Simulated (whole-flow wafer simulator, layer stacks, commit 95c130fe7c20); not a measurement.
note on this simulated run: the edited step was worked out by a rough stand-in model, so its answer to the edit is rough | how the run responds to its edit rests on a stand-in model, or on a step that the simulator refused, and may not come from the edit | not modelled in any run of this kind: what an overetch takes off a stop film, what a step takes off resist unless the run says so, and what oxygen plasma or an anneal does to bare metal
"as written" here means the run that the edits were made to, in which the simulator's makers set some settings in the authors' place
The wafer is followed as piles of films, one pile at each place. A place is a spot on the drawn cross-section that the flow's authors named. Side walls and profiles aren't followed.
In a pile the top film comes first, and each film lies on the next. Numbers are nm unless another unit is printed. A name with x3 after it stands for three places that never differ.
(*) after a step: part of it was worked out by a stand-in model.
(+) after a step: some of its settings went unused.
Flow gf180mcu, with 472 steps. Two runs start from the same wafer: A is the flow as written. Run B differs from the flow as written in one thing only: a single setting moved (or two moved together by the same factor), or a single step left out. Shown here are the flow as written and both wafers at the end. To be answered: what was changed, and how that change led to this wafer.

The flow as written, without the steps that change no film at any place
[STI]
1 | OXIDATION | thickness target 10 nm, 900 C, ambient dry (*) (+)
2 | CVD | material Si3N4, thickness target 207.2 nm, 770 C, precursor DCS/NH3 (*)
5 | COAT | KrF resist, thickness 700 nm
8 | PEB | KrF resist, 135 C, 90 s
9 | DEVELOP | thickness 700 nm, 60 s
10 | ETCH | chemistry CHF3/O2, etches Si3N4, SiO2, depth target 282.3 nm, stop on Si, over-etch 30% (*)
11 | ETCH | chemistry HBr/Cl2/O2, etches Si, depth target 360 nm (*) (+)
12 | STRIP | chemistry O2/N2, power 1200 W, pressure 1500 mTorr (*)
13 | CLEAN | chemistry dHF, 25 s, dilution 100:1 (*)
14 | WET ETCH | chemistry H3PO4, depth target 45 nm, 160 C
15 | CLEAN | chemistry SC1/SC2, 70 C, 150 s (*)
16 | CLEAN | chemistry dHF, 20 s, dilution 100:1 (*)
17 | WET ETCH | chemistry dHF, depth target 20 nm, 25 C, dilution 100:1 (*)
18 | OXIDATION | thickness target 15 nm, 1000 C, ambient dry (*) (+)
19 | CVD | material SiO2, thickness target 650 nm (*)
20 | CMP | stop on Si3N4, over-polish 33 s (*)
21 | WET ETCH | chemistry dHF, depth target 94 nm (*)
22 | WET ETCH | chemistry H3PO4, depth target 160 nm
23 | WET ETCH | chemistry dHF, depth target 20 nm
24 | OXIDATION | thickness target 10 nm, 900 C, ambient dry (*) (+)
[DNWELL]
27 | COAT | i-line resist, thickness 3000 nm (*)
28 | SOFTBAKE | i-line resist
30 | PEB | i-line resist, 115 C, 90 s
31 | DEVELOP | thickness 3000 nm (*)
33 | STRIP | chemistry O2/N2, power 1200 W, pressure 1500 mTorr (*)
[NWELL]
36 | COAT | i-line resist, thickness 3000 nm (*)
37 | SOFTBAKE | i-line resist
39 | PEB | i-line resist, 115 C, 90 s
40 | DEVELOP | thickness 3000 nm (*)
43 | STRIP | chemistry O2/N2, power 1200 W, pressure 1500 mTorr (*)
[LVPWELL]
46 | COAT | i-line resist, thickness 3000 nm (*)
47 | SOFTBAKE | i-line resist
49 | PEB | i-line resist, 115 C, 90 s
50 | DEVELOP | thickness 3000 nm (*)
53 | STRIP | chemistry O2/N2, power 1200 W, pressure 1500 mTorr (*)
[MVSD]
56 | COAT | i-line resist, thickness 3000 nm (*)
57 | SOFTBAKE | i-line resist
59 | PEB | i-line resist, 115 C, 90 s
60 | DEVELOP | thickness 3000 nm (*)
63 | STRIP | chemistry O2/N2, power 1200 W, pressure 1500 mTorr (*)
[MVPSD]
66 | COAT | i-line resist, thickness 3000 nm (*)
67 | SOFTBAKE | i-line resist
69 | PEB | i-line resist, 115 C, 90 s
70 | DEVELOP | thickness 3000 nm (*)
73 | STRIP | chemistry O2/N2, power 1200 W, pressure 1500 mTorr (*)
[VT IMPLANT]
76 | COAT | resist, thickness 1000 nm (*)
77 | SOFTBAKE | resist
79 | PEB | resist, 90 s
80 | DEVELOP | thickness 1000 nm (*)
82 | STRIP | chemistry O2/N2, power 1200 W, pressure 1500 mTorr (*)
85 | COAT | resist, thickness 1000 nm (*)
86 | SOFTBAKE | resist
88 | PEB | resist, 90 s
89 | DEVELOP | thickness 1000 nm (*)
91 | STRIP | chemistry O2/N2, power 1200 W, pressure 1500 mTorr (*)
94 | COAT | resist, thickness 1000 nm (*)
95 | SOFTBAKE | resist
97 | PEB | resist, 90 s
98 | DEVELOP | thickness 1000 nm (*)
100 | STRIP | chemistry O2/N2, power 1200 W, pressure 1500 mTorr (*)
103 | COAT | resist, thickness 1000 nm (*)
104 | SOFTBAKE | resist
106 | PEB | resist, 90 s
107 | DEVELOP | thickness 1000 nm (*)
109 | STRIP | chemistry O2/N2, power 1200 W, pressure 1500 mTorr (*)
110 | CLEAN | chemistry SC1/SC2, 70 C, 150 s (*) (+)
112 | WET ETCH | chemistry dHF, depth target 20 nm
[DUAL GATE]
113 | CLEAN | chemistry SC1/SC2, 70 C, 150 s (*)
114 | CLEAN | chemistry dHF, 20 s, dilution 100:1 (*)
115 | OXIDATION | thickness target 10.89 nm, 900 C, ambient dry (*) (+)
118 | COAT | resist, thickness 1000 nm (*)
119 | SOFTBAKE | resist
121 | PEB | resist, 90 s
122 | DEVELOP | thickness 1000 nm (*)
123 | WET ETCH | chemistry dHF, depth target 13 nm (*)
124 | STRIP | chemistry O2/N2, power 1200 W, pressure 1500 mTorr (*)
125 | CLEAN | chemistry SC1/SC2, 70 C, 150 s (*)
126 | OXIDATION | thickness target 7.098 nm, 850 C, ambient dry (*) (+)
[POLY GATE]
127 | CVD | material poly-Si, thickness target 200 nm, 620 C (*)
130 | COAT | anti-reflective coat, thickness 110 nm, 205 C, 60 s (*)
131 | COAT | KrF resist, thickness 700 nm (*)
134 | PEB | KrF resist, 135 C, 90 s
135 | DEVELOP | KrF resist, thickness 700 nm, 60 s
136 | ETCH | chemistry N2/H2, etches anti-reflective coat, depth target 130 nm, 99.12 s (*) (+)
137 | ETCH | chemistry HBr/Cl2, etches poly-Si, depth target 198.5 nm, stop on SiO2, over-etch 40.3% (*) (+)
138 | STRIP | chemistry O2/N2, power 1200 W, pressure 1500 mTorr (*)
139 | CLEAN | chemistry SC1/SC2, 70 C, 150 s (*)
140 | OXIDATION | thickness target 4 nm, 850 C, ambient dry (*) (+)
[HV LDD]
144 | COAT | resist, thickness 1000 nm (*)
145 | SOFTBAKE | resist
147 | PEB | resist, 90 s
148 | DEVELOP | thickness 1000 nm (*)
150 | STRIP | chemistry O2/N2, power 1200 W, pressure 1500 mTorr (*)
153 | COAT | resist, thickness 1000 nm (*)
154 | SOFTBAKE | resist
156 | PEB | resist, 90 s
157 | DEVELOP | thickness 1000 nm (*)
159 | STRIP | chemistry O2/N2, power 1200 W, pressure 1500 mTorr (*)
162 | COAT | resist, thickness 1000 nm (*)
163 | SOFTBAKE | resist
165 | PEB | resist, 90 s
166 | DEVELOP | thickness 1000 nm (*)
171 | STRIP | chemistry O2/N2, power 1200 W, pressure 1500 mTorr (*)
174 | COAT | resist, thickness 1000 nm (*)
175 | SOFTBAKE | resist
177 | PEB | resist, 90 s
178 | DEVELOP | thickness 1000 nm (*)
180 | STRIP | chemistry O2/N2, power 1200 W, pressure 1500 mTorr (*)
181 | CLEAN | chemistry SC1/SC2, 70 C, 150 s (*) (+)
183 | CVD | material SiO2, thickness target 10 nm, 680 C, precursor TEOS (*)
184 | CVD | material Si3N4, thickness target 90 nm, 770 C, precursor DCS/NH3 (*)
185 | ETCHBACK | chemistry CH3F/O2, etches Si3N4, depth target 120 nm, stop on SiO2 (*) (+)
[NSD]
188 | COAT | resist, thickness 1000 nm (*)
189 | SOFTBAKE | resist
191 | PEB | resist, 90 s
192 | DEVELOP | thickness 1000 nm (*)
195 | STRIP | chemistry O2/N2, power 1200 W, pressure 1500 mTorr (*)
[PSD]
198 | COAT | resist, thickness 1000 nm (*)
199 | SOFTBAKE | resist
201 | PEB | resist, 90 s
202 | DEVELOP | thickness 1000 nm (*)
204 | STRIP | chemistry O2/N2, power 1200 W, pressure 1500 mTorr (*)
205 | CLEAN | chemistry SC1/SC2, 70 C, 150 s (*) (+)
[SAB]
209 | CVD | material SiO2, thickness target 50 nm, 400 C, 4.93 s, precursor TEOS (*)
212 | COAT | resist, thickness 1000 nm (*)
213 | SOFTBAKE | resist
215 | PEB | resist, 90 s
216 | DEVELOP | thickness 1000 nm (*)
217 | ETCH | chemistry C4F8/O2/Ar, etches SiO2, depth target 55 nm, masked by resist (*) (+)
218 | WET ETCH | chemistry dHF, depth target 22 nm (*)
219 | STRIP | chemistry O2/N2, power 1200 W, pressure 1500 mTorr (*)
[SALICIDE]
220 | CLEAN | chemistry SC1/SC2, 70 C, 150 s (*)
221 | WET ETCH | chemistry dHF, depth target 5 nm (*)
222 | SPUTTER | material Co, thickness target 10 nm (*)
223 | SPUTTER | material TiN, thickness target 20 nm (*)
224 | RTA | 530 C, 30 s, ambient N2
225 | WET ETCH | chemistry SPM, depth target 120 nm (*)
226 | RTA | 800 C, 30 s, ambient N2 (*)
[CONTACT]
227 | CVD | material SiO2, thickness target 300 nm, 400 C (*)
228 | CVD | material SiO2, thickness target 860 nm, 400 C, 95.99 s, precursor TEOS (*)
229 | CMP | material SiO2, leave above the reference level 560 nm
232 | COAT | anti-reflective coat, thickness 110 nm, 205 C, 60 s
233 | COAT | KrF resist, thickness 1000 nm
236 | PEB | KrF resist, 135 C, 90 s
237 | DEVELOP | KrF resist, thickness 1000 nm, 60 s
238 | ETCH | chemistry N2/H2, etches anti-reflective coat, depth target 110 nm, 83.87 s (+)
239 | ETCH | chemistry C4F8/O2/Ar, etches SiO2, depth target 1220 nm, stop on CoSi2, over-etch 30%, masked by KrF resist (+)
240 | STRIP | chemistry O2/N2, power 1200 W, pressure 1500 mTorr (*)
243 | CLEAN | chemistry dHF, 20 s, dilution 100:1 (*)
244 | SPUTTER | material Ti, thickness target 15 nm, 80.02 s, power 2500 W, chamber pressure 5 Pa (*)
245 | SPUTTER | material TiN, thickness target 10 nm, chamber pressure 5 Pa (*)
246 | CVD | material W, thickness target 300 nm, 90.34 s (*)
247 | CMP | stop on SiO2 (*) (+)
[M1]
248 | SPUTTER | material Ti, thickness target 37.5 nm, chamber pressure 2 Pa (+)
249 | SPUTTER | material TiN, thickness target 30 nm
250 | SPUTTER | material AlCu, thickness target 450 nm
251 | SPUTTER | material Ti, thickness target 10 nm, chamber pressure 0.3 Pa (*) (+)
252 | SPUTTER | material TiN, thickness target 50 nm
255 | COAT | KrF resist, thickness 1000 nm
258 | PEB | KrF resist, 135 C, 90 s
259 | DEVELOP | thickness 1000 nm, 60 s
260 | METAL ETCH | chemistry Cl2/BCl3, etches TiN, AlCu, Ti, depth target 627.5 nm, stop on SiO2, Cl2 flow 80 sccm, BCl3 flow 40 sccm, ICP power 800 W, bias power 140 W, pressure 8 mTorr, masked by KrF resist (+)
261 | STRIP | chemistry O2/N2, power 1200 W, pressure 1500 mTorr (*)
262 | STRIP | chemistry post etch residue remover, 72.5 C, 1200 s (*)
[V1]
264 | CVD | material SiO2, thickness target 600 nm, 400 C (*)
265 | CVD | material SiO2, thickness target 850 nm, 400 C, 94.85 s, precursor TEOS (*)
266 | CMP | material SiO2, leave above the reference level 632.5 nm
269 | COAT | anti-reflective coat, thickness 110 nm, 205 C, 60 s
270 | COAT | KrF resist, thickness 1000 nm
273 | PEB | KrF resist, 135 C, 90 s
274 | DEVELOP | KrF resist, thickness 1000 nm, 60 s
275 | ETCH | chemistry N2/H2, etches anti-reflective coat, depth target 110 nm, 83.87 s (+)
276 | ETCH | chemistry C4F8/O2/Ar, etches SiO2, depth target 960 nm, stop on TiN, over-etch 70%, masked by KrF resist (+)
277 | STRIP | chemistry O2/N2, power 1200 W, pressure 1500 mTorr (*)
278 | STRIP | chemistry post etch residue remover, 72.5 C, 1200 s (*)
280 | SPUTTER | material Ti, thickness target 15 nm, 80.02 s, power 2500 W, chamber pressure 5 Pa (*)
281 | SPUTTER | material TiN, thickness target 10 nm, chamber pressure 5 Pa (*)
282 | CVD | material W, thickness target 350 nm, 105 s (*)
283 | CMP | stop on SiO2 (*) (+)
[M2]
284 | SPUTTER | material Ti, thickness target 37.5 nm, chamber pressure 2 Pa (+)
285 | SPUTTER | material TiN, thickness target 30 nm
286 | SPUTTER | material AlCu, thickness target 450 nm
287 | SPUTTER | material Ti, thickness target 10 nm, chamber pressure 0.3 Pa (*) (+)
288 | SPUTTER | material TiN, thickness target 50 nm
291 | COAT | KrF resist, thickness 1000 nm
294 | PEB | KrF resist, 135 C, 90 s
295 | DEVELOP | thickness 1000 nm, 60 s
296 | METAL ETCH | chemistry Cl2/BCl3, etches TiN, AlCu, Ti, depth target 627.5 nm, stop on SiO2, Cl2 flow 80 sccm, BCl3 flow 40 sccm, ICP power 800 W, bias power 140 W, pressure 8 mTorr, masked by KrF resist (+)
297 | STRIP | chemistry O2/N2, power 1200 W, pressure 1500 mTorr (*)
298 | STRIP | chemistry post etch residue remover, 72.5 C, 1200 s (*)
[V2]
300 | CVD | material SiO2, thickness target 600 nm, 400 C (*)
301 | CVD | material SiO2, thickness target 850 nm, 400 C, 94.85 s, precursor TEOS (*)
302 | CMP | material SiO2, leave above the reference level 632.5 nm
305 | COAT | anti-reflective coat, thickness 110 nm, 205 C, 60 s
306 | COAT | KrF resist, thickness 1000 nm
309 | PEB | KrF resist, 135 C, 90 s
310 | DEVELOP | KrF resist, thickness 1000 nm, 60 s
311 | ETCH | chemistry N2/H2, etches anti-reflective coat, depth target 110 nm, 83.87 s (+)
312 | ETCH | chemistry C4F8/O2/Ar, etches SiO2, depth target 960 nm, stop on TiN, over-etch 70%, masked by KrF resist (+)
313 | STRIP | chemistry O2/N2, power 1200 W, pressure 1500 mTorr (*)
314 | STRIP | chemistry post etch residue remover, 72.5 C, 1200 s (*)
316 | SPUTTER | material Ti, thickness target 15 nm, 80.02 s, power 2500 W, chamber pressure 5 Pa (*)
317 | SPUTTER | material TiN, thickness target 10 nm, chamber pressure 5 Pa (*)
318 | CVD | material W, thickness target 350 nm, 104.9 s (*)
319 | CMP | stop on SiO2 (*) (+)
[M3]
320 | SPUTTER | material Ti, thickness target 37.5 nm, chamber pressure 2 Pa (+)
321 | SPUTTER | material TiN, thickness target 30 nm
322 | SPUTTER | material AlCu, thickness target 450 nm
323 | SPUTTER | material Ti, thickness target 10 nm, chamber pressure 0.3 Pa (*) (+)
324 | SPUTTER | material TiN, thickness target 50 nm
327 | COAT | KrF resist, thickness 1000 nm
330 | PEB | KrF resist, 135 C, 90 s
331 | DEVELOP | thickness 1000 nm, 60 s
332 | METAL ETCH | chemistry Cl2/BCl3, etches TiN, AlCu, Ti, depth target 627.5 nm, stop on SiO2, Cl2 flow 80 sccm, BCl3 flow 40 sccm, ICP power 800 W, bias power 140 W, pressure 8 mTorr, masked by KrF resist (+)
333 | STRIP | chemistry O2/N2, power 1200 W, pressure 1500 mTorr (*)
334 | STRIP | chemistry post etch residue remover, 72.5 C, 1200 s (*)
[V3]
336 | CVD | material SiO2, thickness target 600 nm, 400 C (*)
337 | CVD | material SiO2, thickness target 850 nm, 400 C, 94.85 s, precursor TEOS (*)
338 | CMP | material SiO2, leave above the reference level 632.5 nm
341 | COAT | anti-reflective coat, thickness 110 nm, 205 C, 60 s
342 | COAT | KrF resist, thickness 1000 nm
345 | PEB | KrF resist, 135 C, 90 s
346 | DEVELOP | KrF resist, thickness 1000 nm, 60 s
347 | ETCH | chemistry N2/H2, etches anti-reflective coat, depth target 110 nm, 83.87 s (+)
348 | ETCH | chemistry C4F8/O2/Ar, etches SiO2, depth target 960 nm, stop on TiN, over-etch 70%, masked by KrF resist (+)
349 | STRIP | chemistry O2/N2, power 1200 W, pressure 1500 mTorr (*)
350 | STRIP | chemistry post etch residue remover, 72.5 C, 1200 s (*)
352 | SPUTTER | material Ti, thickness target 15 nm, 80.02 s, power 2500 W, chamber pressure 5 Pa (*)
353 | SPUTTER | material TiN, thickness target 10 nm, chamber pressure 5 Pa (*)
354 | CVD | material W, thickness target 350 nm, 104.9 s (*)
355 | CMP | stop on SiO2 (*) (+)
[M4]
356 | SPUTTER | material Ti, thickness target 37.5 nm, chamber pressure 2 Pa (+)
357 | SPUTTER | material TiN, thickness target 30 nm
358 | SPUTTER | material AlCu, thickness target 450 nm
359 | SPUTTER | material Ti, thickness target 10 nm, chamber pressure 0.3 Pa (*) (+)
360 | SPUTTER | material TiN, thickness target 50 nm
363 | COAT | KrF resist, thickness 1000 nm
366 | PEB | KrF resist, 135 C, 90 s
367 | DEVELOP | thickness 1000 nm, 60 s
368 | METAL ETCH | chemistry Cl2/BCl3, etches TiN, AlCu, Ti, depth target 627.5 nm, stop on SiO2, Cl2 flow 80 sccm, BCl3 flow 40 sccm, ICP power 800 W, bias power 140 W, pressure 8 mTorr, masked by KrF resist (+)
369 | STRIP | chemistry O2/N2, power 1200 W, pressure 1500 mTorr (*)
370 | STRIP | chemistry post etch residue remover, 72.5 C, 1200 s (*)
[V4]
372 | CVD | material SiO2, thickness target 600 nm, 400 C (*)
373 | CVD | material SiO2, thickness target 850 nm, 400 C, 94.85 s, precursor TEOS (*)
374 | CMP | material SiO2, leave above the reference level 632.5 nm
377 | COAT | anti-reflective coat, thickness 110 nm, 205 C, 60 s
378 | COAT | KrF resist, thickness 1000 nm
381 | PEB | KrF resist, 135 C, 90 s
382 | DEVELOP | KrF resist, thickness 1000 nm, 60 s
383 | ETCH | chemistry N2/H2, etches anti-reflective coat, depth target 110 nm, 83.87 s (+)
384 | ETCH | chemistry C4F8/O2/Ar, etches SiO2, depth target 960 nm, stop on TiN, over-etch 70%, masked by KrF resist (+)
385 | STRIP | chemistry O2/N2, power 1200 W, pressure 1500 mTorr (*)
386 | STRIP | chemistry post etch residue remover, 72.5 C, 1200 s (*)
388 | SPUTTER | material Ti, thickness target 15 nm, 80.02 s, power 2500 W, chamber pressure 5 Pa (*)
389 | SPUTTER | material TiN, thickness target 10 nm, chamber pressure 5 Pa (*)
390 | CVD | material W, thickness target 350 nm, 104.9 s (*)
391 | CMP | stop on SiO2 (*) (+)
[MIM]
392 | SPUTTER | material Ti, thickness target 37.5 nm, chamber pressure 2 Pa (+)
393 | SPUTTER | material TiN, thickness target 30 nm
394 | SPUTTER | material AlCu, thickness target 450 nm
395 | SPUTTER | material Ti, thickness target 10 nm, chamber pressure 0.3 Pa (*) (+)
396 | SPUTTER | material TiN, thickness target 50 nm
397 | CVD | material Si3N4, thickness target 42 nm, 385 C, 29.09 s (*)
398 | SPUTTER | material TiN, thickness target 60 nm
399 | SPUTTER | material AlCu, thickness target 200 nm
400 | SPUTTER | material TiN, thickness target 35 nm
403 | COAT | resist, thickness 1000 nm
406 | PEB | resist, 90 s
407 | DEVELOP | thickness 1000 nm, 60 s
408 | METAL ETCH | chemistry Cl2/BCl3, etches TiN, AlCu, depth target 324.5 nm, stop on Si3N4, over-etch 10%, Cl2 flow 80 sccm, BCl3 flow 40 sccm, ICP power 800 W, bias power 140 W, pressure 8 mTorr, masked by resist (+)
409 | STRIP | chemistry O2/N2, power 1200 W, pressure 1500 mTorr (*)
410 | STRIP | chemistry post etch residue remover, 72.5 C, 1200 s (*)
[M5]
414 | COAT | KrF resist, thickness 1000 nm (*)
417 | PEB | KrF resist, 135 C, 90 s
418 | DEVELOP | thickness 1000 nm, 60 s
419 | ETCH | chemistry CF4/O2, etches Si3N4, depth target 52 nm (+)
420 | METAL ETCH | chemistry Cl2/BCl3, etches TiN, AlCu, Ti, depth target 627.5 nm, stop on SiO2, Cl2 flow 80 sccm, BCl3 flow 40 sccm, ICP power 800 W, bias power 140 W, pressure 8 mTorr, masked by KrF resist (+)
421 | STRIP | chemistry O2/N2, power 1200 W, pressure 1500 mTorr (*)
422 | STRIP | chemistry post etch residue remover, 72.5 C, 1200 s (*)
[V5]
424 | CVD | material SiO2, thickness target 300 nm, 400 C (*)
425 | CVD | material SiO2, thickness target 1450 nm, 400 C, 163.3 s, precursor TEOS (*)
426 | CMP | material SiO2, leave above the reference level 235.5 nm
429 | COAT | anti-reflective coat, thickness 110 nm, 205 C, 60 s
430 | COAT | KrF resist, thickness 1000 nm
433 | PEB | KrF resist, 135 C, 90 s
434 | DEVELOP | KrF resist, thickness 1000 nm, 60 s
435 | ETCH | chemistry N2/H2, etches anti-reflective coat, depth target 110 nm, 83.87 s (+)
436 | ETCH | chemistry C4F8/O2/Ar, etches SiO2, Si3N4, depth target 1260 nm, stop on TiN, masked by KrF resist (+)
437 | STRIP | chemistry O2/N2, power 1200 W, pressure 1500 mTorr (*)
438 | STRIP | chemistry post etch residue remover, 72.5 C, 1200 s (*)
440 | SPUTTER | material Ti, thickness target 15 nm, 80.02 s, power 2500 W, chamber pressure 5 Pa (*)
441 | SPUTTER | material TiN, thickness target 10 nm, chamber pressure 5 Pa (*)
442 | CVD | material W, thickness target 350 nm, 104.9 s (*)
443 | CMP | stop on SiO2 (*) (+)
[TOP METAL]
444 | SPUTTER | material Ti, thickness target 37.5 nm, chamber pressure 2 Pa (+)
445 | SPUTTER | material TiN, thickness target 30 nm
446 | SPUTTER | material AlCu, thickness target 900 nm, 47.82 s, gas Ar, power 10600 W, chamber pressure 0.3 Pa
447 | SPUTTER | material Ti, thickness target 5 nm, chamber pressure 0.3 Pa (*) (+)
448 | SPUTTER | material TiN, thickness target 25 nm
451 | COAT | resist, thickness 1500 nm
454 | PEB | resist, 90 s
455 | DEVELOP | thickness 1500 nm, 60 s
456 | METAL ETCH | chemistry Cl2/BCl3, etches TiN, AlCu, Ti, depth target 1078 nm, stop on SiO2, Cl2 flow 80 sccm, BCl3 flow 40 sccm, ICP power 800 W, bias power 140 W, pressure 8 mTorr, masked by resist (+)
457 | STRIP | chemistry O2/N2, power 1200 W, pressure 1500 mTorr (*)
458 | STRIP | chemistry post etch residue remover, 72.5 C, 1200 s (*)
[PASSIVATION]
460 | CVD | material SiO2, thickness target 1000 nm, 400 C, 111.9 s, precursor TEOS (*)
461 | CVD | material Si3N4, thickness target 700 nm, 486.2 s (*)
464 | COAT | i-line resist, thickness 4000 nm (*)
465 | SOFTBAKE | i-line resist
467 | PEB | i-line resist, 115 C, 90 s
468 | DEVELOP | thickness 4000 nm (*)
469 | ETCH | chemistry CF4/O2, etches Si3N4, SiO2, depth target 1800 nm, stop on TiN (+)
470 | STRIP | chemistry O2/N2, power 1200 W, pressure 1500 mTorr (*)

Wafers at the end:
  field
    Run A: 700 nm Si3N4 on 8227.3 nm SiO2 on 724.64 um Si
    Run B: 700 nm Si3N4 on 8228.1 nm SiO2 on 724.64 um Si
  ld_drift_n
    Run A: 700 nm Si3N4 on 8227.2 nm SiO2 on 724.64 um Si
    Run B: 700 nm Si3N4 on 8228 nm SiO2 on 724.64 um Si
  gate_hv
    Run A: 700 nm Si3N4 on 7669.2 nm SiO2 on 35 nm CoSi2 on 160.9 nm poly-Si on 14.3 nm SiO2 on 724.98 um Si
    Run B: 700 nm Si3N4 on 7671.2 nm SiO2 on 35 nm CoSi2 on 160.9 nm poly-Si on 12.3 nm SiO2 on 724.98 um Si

The reason: step 126, OXIDATION: thickness target 4.76 nm was run, though the flow has thickness target 7.098 nm.

Step by step, how the change led to this:
  126 | OXIDATION | thickness target 7.098 nm, 850 C, ambient dry (*) (+)
      gate_hv, active_hv, active_nat and 25 more: A +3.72 SiO2, -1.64 Si | B +1.76 SiO2, -0.77 Si
      active, n_well, p_well and 12 more: A +7.1 SiO2 (new film), -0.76 chemical SiO2 (all of it), -2.79 Si | B +4.76 SiO2 (new film), -0.76 chemical SiO2 (all of it), -1.76 Si
  189 | SOFTBAKE | resist
      field__w9: A +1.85 resist | B -1.04 resist
      active_hv: A +0.78 resist | B +0.19 resist
      (and at 1 other place as well)
  199 | SOFTBAKE | resist
      field__w9: A +1.85 resist | B -1.04 resist
      active_hv: A +0.78 resist | B +0.19 resist
      (and at 1 other place as well)
  218 | WET ETCH | chemistry dHF, depth target 22 nm (*)
      active, p_well, sd_n, iso_ptap_pw, iso_ntap_nw, iso_ptap_sub, vpnp_e: A -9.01 SiO2 (all of it) | B -6.9 SiO2 (all of it)
      ldn_tap, ldn_src, ldn_drn, ldp_tap, ldp_src, ldp_drn, ldp_gr: A -16 SiO2 (all of it) | B -14.1 SiO2 (all of it)
      (and at 9 other places as well)
  223 | SPUTTER | material TiN, thickness target 20 nm (*)
      field__w12: A +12 TiN (new film) | B +12.6 TiN (new film)
  225 | WET ETCH | chemistry SPM, depth target 120 nm (*)
      field__w12: A -12 TiN (all of it), -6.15 Co (all of it) | B -12.6 TiN (all of it), -6.15 Co (all of it)
